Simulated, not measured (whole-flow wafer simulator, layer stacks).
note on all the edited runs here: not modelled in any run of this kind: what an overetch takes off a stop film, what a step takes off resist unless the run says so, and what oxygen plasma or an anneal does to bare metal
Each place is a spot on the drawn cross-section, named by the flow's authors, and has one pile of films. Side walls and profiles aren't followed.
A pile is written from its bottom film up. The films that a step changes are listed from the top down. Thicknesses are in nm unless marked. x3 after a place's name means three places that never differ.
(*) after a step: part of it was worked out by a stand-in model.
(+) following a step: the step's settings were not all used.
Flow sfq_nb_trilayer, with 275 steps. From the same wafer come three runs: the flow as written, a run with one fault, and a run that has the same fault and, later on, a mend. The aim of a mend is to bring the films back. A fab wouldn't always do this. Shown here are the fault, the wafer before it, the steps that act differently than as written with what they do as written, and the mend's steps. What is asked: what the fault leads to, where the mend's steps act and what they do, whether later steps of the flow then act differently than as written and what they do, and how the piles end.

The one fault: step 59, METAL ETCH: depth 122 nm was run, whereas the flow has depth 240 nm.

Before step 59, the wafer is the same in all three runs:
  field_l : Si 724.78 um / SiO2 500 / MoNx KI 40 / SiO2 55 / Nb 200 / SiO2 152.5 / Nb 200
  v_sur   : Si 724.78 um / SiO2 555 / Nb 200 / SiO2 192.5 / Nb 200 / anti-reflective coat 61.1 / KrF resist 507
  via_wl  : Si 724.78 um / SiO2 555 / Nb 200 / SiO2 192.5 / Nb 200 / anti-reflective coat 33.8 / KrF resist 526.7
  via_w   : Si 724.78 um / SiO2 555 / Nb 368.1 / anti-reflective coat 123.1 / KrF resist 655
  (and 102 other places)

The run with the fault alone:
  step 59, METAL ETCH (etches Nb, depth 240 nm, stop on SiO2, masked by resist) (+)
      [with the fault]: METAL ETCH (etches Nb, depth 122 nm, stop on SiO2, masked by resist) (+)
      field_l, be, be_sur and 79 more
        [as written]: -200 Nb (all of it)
        [with the fault]: -122 Nb
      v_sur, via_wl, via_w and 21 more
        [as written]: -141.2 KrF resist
        [with the fault]: -71.8 KrF resist
  Steps later in the flow that act otherwise than as written:
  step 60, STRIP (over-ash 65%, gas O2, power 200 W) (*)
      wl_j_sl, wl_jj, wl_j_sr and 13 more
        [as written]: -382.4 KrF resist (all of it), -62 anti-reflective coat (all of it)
        [with the fault]: -451.8 KrF resist (all of it), -62 anti-reflective coat (all of it)
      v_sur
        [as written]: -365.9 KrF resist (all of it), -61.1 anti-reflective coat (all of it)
        [with the fault]: -435.3 KrF resist (all of it), -61.1 anti-reflective coat (all of it)
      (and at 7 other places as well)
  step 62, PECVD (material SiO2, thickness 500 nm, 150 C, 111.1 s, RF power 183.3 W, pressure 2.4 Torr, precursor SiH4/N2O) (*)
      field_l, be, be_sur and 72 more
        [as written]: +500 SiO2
        [with the fault]: +500 SiO2 (new film)
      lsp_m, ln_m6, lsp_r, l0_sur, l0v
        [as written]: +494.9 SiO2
        [with the fault]: +500 SiO2 (new film)
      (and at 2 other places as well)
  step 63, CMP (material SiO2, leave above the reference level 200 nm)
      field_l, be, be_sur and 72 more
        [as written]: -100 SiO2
        [with the fault]: -178 SiO2
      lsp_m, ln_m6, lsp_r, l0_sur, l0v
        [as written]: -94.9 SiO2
        [with the fault]: -178 SiO2
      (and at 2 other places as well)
  At field_l, be, be_sur and 79 more, the piles at the end differ from the flow's by more than 2% or 0.5 nm, whichever is larger.
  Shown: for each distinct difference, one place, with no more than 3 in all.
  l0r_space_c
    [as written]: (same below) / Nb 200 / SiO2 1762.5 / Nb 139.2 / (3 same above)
    [with the fault]: (same below) / Nb 200 / SiO2 192.5 / Nb 78 / SiO2 1492 / Nb 139.2 / (3 same above)
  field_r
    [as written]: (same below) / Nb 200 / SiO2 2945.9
    [with the fault]: (same below) / Nb 200 / SiO2 192.5 / Nb 78 / SiO2 2675.4
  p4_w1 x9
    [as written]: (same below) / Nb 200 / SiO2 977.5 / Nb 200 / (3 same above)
    [with the fault]: (same below) / Nb 200 / SiO2 192.5 / Nb 78 / SiO2 707 / Nb 200 / (3 same above)

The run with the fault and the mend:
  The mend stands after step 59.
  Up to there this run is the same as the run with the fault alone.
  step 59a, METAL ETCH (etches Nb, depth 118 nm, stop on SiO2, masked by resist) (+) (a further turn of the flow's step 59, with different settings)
      field_l, be, be_sur and 79 more
        -78 Nb (all of it)
      v_sur, via_wl, via_w and 21 more
        -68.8 KrF resist
  None of the later steps of the flow differs from how it acts as written, at any place that is followed, by more than 2% or 0.5 nm, whichever is larger.
  At every place that both follow, the piles at the end match the flow's.
